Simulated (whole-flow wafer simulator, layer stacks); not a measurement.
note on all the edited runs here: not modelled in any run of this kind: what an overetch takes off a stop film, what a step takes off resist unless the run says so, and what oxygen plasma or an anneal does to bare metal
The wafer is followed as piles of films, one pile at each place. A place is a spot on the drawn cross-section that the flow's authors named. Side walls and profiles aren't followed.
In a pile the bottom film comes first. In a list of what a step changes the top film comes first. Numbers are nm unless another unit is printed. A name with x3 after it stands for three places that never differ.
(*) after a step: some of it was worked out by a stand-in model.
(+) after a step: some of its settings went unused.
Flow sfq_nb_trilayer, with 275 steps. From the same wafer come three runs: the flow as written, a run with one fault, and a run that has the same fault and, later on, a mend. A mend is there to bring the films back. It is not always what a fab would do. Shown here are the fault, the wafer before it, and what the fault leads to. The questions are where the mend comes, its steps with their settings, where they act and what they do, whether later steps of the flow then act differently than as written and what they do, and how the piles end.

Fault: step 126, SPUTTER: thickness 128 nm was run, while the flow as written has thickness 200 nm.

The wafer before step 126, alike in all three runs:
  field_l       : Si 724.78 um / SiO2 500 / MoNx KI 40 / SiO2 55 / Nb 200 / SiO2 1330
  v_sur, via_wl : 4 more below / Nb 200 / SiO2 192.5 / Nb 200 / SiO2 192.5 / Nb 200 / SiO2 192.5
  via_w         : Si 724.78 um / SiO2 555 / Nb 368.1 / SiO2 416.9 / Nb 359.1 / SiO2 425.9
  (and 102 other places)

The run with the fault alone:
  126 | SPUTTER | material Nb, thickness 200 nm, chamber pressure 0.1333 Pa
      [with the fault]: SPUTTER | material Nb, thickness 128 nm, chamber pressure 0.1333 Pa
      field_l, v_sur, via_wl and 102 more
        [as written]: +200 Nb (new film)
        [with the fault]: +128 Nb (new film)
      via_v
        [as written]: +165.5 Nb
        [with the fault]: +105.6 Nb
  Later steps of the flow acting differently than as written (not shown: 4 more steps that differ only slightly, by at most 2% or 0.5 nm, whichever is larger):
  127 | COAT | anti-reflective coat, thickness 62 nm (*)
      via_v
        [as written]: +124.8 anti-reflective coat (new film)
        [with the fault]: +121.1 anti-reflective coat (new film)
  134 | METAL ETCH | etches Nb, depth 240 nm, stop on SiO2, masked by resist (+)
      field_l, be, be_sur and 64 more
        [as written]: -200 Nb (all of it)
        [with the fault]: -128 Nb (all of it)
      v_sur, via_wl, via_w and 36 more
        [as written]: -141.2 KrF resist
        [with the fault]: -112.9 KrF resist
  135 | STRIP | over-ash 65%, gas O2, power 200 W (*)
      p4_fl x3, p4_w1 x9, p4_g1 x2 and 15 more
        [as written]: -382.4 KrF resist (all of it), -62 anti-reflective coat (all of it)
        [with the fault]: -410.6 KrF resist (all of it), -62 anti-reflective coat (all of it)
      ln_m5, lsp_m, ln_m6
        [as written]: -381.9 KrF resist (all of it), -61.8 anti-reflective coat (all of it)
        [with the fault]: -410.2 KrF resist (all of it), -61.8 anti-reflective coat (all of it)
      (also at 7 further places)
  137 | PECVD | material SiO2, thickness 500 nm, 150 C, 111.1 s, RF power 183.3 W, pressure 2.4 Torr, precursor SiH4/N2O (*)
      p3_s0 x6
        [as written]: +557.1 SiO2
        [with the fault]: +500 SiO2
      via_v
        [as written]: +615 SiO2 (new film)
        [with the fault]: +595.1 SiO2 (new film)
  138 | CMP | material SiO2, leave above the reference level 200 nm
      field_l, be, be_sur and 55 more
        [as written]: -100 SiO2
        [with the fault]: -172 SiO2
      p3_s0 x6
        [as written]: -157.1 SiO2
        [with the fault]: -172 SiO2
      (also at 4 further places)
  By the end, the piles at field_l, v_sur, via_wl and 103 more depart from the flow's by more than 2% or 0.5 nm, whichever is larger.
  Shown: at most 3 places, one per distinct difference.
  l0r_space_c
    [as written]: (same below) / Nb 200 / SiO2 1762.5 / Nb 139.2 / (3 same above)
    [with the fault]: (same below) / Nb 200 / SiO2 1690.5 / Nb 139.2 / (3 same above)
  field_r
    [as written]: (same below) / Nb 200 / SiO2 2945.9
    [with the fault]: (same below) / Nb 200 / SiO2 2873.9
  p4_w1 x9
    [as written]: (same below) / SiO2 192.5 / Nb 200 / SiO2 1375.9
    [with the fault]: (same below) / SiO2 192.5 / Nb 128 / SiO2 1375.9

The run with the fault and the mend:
  The mend stands after step 132.
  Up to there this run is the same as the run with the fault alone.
  132a | STRIP | over-ash 65%, gas O2, power 200 W (*)
      p3_s0 x6, p3_fr x3, wl_d_sl and 38 more
        -62 anti-reflective coat (all of it)
      p4_fl x3, p4_w1 x9, p4_g1 x2 and 15 more
        -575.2 KrF resist (all of it), -62 anti-reflective coat (all of it)
      moat, field_r, lsp_l, lsp_r, l0_sur, l0v
        -61.8 anti-reflective coat (all of it)
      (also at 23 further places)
  132b | SPUTTER | material Nb, thickness 72 nm, chamber pressure 0.1333 Pa (a further turn of the flow's step 126, with different settings)
      field_l, v_sur, via_wl and 102 more
        +72 Nb
      via_v
        +57.5 Nb
  132c | COAT | anti-reflective coat, thickness 62 nm (*) (a further turn of the flow's step 127)
      p4_fl x3, p4_w1 x9, p4_g1 x2 and 63 more
        +62 anti-reflective coat (new film)
      moat, field_r, lsp_l and 6 more
        +61.8 anti-reflective coat (new film)
      be_r, r_sur, res, r_end
        +61.7 anti-reflective coat (new film)
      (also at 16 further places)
  132d | COAT | KrF resist, thickness 600 nm (*) (a further turn of the flow's step 128)
      p4_fl x3, p4_w1 x9, p4_g1 x2 and 63 more
        +600 KrF resist (new film)
      field_r, lsp_l, ln_m5, lsp_m, l0v
        +599.5 KrF resist (new film)
      ln_m6, lsp_r, l0_sur
        +599.6 KrF resist (new film)
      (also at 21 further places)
  132e | SOFTBAKE | KrF resist (a further turn of the flow's step 129)
      leaves every film unchanged at each place that is followed
  132f | EXPOSE | photomask M4, dose 12.11 mJ/cm2, NA 0.6, wavelength 248 nm (*) (a further turn of the flow's step 130)
      leaves every film unchanged at each place that is followed
  132g | PEB | KrF resist, 90 s (a further turn of the flow's step 131)
      field_l, v_sur, via_wl and 97 more
        -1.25 KrF resist
      via_w, via_wr, via_sp, wire, be
        -1.24 KrF resist
      via_v
        -1.61 KrF resist
  132h | DEVELOP | KrF resist, thickness 600 nm, 60 s (a further turn of the flow's step 132)
      p3_s0 x6, p3_fr x3, wl_d_sl and 38 more
        -598.7 KrF resist (all of it)
      v_sur, via_wl, via_w and 36 more
        -23.5 KrF resist
      moat, field_r, lsp_l
        -598.2 KrF resist (all of it)
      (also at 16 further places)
  Every later step of the flow that is run acts as written, at every place that is followed, to within 2% or 0.5 nm, whichever is larger.
  When the end is reached, the piles differ only a little from the flow's at the places that both follow, at most by 2% or 0.5 nm, whichever is larger.
